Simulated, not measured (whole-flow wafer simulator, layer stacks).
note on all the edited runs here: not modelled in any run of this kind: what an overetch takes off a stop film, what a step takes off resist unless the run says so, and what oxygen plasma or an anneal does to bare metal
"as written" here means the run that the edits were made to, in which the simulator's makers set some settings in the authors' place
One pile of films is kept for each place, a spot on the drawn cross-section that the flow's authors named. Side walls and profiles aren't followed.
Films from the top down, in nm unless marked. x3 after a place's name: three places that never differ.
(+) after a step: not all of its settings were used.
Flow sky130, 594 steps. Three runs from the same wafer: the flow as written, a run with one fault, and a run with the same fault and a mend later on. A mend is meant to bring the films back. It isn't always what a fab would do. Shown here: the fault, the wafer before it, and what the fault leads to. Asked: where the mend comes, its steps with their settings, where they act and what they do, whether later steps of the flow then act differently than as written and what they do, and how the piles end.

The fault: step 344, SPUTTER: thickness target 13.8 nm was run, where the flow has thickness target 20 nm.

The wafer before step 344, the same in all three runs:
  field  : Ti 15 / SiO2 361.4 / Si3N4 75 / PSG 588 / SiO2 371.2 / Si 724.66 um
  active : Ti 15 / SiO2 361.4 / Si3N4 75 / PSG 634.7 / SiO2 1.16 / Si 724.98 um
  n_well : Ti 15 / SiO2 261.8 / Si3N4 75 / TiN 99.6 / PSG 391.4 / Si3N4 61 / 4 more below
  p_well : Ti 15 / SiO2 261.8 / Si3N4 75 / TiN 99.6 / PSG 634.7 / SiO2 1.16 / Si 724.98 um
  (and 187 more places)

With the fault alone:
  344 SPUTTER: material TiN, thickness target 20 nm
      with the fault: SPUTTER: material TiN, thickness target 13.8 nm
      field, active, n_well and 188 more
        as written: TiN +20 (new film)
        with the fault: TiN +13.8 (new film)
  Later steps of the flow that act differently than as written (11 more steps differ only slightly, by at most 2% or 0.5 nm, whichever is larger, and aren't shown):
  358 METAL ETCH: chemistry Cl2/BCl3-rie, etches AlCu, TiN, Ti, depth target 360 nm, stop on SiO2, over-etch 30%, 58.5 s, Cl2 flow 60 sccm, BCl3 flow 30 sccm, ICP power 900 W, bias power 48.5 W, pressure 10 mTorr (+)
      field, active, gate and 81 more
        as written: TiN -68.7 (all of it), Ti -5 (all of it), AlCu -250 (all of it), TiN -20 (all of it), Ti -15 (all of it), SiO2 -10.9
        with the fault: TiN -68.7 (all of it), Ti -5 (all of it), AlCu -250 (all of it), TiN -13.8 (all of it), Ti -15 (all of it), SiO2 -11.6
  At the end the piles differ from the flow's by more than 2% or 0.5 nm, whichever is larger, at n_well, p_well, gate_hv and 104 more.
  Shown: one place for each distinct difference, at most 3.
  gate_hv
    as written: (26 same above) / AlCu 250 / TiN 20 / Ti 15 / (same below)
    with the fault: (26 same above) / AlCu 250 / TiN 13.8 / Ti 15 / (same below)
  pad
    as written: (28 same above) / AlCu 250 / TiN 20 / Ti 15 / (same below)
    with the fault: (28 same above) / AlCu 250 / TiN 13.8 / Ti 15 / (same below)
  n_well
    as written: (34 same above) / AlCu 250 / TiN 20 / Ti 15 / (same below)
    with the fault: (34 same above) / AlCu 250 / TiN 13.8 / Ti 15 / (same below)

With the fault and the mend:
  The mend comes after step 344.
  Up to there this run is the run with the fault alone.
  344a SPUTTER: material TiN, thickness target 6.2 nm (the flow's step 344 once more, with other settings)
      field, active, n_well and 188 more
        TiN +6.2
  No later step of the flow acts differently than as written at any place that is followed.
  At the end the piles are the same as the flow's at every place that both follow.
